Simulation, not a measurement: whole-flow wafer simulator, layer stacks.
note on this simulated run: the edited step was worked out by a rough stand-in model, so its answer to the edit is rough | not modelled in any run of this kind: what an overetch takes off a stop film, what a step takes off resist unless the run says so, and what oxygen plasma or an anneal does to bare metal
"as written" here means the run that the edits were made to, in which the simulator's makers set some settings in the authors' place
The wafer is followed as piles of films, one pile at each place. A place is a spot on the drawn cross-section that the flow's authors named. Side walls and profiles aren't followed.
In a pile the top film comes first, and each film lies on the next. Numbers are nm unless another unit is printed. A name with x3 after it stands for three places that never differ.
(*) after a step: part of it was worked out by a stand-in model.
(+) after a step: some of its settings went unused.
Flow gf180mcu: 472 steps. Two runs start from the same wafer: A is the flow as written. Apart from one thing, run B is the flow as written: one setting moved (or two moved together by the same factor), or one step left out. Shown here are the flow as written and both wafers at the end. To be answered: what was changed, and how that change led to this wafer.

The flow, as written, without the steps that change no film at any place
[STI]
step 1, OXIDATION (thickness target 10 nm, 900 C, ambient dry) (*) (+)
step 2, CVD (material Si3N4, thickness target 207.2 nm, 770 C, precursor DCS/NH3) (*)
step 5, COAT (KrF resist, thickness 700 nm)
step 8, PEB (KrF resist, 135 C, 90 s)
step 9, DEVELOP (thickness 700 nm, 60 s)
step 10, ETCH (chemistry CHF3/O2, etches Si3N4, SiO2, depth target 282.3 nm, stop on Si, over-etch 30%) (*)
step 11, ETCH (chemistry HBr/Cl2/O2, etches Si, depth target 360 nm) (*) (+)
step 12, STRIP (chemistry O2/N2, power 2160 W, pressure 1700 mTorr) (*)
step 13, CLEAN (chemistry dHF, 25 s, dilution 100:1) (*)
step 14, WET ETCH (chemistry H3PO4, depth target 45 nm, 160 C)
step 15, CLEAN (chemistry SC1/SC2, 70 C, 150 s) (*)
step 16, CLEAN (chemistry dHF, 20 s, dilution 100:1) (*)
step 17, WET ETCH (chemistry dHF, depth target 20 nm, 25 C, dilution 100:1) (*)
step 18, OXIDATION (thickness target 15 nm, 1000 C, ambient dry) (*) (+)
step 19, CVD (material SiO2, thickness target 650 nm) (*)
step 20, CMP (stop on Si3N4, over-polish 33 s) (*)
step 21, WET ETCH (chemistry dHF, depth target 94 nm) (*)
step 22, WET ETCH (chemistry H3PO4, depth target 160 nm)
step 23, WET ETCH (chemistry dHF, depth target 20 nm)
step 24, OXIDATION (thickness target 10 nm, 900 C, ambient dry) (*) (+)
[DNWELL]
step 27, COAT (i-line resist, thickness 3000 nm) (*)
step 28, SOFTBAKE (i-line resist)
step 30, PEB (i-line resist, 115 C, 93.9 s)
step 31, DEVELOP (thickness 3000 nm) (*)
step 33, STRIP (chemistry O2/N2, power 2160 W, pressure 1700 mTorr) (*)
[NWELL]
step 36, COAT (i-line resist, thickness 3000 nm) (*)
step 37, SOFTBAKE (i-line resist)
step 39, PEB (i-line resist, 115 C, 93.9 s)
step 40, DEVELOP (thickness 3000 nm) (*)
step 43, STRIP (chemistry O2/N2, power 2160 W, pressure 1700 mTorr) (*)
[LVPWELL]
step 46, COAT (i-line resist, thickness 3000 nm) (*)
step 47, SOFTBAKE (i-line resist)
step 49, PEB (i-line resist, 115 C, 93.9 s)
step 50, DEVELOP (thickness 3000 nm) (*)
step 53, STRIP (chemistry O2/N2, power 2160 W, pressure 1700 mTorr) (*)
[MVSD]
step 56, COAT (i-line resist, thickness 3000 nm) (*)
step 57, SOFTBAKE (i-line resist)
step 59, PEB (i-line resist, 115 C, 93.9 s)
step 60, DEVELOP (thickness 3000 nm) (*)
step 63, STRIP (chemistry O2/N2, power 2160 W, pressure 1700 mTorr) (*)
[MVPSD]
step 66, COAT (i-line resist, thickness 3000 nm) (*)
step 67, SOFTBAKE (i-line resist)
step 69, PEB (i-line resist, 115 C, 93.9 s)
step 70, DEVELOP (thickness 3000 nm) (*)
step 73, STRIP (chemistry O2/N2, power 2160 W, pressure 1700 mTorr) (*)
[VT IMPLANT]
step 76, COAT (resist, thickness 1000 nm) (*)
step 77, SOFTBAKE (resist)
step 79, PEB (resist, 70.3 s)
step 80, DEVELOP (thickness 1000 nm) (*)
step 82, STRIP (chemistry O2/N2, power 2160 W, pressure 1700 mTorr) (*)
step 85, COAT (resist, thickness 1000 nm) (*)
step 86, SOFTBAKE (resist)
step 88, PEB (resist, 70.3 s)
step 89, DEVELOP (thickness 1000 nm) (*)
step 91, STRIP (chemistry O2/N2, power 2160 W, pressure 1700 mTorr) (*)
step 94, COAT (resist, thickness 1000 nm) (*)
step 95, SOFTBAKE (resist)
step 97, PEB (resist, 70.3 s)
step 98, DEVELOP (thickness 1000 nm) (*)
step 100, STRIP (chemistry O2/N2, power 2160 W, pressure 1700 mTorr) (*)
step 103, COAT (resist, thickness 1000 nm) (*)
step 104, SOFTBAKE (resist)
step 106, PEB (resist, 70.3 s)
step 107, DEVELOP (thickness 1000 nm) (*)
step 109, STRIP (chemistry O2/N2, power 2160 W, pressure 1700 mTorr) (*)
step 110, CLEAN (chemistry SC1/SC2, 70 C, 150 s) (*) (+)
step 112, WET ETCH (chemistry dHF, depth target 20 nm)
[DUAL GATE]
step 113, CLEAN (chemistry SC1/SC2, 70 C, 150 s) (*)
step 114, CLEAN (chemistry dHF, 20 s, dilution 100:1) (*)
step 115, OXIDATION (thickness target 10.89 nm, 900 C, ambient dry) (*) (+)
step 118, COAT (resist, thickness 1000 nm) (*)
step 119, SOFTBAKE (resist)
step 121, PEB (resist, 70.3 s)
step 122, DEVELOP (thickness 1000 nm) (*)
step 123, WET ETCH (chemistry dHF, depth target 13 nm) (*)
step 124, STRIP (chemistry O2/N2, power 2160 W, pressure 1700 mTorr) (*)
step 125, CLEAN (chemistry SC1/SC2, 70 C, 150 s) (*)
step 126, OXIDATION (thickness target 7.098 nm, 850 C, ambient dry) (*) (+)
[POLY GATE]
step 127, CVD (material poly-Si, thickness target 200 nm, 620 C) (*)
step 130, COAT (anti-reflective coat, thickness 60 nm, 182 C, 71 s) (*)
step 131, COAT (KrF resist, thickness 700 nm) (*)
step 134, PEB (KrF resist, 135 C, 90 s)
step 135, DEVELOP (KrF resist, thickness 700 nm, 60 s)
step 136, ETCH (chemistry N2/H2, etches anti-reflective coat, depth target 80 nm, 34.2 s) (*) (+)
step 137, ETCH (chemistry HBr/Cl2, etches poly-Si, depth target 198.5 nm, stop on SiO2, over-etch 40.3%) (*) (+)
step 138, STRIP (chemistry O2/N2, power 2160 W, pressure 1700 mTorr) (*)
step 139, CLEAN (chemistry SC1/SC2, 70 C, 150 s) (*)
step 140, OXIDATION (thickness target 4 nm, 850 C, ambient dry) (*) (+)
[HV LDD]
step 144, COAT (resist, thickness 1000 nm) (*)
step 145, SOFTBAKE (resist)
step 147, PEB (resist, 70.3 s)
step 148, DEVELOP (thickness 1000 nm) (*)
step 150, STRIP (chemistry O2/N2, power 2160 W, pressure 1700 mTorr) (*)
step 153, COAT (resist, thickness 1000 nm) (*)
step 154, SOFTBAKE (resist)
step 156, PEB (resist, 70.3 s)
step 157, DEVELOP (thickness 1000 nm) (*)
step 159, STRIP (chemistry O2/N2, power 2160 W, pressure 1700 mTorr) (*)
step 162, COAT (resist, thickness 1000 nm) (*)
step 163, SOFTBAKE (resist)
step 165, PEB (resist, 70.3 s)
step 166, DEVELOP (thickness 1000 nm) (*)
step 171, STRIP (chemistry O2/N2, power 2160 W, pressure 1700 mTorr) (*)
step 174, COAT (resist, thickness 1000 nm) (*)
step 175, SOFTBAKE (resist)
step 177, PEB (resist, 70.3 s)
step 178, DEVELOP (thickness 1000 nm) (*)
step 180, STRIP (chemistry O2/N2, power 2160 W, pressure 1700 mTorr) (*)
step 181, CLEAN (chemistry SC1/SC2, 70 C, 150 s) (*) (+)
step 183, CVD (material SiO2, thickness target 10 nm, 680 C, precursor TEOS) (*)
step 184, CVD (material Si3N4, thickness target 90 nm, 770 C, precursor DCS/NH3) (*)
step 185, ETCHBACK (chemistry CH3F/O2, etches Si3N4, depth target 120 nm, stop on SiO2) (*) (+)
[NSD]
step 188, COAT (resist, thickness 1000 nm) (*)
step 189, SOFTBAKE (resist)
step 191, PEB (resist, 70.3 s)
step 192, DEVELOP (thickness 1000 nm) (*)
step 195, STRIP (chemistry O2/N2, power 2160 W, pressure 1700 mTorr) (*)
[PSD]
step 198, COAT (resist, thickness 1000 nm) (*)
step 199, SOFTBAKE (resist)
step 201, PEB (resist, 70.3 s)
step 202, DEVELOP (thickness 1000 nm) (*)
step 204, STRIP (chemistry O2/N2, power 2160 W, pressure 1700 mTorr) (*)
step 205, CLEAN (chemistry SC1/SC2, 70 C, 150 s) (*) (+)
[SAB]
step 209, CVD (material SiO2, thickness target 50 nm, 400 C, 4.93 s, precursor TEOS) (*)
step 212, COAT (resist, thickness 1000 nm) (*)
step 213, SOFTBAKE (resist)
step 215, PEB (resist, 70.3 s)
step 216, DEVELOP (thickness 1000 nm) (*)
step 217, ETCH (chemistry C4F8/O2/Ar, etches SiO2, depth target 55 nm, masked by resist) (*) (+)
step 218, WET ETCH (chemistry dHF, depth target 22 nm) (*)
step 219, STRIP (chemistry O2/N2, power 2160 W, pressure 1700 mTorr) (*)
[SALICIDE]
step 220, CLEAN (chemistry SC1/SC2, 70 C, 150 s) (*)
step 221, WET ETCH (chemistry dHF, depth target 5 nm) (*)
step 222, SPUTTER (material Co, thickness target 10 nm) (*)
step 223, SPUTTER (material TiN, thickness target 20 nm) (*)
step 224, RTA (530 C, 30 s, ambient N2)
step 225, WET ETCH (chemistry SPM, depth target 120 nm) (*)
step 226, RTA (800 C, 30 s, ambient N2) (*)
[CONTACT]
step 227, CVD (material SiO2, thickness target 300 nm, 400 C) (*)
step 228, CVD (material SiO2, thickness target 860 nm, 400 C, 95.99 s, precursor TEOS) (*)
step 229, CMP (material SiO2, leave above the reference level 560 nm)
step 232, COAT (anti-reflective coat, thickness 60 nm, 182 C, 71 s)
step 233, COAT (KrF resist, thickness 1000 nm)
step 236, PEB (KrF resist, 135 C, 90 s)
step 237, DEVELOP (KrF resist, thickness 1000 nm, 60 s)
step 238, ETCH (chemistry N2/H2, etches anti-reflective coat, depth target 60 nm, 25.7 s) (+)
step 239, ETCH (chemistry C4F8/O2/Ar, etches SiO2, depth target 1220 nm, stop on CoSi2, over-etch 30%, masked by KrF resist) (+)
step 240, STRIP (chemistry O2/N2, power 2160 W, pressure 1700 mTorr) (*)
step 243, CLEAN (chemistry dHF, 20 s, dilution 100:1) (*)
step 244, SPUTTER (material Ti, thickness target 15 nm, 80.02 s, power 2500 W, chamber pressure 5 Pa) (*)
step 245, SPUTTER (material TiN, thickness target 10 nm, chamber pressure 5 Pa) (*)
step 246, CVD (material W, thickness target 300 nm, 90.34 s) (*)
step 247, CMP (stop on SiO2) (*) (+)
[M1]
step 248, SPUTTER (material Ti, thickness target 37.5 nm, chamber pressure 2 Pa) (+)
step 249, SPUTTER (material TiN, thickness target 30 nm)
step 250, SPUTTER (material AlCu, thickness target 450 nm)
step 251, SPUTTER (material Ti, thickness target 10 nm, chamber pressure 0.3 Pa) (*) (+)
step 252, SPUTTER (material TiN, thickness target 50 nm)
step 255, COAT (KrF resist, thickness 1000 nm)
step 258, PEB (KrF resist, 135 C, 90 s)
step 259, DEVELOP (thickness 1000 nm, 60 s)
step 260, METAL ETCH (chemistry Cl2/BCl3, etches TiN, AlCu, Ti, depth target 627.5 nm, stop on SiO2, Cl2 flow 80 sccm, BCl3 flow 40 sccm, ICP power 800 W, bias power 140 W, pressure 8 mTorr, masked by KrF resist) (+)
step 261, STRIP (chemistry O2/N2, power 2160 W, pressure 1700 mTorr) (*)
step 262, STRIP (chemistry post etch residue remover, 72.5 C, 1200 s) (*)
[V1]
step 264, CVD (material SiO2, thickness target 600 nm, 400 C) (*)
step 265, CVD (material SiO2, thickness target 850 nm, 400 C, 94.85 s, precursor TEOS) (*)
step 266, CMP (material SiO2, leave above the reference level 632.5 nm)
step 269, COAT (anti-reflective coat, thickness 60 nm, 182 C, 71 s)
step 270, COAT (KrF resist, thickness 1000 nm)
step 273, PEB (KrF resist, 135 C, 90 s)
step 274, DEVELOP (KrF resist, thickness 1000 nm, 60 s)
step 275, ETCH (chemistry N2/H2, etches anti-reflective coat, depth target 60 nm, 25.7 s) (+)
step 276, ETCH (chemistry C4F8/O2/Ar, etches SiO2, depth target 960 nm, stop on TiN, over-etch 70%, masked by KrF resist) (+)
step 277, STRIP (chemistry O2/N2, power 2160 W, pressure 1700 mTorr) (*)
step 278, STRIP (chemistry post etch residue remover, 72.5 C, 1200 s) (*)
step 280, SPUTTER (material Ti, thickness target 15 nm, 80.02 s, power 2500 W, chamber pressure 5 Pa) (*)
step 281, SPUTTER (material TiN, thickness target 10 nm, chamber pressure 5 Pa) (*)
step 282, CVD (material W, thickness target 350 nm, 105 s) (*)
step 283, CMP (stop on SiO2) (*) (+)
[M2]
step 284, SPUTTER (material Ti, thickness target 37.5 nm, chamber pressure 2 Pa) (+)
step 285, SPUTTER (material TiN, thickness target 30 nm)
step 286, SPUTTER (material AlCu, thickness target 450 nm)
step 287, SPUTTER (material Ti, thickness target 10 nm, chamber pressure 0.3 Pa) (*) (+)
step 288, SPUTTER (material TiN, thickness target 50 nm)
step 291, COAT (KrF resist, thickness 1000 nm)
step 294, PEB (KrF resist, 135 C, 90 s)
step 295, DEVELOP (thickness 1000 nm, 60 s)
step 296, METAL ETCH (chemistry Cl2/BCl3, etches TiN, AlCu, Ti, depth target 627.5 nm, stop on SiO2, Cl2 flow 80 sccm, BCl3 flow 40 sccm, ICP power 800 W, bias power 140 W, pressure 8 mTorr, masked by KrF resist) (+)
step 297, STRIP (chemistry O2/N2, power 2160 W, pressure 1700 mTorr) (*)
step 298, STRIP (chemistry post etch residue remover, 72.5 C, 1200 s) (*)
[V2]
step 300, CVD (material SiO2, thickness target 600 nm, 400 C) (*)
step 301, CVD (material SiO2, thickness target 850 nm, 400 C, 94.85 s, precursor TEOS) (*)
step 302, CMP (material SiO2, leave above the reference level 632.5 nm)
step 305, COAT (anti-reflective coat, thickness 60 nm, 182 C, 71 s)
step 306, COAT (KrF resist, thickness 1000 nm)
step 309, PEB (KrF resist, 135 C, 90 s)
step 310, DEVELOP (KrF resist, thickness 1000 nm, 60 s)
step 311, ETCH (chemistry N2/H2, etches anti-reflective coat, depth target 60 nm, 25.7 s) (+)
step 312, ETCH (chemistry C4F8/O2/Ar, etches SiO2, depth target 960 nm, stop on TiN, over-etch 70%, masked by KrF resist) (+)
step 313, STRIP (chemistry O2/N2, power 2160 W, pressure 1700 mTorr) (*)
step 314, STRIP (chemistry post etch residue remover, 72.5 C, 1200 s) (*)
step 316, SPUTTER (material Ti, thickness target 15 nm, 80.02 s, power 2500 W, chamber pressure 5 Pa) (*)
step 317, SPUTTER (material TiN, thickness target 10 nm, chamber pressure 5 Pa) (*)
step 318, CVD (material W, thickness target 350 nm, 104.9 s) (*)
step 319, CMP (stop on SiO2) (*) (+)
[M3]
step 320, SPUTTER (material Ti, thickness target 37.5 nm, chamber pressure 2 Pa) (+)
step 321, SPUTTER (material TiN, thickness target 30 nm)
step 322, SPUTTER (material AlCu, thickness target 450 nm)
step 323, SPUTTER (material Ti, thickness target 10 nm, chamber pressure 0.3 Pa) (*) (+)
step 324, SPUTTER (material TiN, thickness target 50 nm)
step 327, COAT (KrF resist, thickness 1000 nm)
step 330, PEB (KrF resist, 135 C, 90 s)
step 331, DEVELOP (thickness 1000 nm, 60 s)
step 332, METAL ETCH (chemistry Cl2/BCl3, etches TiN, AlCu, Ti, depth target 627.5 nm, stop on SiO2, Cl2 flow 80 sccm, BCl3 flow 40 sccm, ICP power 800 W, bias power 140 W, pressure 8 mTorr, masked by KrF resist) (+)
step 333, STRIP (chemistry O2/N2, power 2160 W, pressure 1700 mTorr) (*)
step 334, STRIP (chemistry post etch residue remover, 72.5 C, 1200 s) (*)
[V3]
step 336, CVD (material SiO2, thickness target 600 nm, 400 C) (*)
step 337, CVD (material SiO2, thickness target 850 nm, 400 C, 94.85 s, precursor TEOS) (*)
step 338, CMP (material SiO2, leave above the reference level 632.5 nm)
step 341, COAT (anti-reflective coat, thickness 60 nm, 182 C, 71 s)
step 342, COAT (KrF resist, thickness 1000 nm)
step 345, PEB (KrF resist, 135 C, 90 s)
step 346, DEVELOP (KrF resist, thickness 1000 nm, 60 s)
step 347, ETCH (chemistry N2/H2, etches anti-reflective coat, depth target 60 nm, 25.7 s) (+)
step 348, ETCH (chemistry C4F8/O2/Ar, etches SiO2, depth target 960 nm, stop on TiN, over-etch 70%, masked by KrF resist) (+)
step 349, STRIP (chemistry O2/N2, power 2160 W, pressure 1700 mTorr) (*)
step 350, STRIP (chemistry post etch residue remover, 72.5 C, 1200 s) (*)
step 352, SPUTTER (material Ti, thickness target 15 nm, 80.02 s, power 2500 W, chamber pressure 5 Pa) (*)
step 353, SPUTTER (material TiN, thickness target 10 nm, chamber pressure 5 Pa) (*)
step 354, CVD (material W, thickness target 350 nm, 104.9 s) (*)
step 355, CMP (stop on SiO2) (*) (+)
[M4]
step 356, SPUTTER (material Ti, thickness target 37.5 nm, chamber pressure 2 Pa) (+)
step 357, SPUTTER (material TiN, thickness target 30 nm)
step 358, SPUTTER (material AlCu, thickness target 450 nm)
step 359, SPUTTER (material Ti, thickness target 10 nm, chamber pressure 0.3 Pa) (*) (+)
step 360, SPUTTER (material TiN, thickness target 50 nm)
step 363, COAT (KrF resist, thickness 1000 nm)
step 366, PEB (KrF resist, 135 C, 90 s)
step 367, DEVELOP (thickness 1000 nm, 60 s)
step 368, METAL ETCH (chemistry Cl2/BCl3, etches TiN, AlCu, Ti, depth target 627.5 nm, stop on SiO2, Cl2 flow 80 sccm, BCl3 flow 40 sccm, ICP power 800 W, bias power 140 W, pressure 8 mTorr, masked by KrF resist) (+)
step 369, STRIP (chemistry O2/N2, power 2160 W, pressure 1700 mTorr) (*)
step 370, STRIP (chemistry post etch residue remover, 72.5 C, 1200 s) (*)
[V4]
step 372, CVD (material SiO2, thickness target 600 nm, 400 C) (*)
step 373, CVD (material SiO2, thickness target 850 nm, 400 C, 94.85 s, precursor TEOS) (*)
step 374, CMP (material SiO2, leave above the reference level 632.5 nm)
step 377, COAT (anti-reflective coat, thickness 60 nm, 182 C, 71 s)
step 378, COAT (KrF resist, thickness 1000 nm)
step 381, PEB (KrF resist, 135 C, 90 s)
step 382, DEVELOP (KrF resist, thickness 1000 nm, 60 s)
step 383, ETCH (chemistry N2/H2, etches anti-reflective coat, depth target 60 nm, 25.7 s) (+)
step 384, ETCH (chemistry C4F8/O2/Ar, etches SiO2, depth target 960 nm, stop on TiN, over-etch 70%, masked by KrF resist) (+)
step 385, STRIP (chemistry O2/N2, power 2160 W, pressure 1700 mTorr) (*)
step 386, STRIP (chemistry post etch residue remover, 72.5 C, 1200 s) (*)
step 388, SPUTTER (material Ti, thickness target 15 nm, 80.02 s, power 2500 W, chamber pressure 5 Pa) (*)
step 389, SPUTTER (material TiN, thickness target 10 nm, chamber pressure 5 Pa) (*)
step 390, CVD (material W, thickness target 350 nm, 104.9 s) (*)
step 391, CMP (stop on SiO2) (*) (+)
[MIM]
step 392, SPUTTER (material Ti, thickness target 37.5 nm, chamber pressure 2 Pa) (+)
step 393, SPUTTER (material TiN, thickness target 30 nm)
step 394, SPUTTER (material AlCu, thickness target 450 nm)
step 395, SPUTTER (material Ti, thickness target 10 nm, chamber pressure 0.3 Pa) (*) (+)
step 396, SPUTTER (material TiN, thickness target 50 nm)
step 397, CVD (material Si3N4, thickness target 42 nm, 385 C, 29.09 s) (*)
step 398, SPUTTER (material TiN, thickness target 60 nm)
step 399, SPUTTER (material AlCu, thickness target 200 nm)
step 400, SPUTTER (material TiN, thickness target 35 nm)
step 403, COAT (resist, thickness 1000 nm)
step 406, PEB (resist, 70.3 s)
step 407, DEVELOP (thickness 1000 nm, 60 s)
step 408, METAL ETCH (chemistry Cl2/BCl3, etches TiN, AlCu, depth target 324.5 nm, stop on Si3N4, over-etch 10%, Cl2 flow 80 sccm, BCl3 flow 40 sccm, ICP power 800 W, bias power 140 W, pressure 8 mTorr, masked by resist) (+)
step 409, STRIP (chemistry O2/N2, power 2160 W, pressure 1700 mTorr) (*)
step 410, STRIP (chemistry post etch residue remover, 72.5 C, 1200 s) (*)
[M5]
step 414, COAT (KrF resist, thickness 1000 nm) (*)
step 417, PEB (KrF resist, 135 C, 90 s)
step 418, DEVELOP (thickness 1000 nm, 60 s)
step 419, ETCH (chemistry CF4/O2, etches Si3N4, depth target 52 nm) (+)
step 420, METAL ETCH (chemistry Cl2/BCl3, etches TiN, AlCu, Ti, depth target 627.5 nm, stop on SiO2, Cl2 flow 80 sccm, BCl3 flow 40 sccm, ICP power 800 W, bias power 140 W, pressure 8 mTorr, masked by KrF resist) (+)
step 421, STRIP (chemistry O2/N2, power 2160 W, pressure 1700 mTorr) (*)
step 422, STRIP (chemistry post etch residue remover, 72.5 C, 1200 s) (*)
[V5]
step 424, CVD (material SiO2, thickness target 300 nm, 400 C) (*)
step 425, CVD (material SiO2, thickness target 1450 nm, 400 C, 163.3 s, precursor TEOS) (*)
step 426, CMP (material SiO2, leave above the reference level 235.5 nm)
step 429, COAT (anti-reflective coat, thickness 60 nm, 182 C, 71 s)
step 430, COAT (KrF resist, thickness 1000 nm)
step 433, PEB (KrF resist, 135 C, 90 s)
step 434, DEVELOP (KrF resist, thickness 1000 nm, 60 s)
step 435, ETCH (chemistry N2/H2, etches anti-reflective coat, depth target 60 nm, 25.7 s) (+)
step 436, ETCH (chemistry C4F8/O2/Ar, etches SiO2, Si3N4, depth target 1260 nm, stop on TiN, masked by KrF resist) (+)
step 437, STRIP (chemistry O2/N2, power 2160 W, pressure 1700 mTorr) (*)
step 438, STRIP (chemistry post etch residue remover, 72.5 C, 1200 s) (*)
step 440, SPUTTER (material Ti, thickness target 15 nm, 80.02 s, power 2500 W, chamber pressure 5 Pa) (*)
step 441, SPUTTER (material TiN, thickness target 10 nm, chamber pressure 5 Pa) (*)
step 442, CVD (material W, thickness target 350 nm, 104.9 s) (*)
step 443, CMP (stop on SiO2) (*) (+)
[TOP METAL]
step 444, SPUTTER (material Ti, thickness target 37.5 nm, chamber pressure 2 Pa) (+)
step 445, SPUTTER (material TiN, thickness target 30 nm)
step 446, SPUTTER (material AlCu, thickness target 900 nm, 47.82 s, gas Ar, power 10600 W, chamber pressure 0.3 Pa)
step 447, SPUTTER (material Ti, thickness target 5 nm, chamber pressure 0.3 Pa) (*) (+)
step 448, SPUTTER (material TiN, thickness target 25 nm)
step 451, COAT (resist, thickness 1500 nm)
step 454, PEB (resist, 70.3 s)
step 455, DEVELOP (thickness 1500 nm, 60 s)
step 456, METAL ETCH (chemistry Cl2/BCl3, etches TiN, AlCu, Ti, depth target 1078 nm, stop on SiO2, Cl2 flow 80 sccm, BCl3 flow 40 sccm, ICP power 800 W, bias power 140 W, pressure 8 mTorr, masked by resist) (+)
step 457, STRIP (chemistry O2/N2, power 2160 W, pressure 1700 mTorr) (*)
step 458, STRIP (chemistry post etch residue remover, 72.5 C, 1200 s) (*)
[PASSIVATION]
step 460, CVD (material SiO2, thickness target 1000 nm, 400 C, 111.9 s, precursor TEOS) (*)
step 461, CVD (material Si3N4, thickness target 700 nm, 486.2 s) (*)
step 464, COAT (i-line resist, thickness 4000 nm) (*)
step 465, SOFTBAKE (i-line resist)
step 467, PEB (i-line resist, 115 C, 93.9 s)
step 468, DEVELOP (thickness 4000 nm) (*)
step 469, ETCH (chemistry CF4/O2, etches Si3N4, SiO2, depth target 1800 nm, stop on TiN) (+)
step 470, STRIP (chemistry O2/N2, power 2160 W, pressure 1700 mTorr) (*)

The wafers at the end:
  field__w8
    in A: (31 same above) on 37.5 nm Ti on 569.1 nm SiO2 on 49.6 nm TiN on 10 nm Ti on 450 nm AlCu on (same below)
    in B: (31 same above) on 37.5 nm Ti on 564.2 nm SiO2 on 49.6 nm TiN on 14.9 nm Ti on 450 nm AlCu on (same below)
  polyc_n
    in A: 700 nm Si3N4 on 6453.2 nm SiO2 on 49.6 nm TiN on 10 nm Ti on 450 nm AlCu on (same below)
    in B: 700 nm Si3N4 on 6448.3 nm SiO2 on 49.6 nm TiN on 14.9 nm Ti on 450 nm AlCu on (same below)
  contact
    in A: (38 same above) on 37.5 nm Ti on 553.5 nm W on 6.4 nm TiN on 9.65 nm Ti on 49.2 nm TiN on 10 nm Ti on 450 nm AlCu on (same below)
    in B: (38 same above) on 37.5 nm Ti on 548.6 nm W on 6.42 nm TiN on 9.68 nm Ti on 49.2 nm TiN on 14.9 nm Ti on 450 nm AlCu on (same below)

The reason: step 251, SPUTTER: thickness target 14.9 nm was run, whereas the flow has thickness target 10 nm.
The wafer lets one read it off: field__w8 has Ti 14.9, and step 251 as written asks for 10 nm.

How this came from the change, step by step:
  step 251, SPUTTER (material Ti, thickness target 10 nm, chamber pressure 0.3 Pa) (*) (+)
      field, field__w1, field__w2 and 108 more: A +10 Ti (new film) | B +14.9 Ti (new film)
  step 260, METAL ETCH (chemistry Cl2/BCl3, etches TiN, AlCu, Ti, depth target 627.5 nm, stop on SiO2, Cl2 flow 80 sccm, BCl3 flow 40 sccm, ICP power 800 W, bias power 140 W, pressure 8 mTorr, masked by KrF resist) (+)
      field, field__w1, field__w2 and 99 more: A -50 TiN (all of it), -10 Ti (all of it), -450 AlCu (all of it), -30 TiN (all of it), -37.5 Ti (all of it) | B -50 TiN (all of it), -14.9 Ti (all of it), -450 AlCu (all of it), -30 TiN (all of it), -37.5 Ti (all of it)
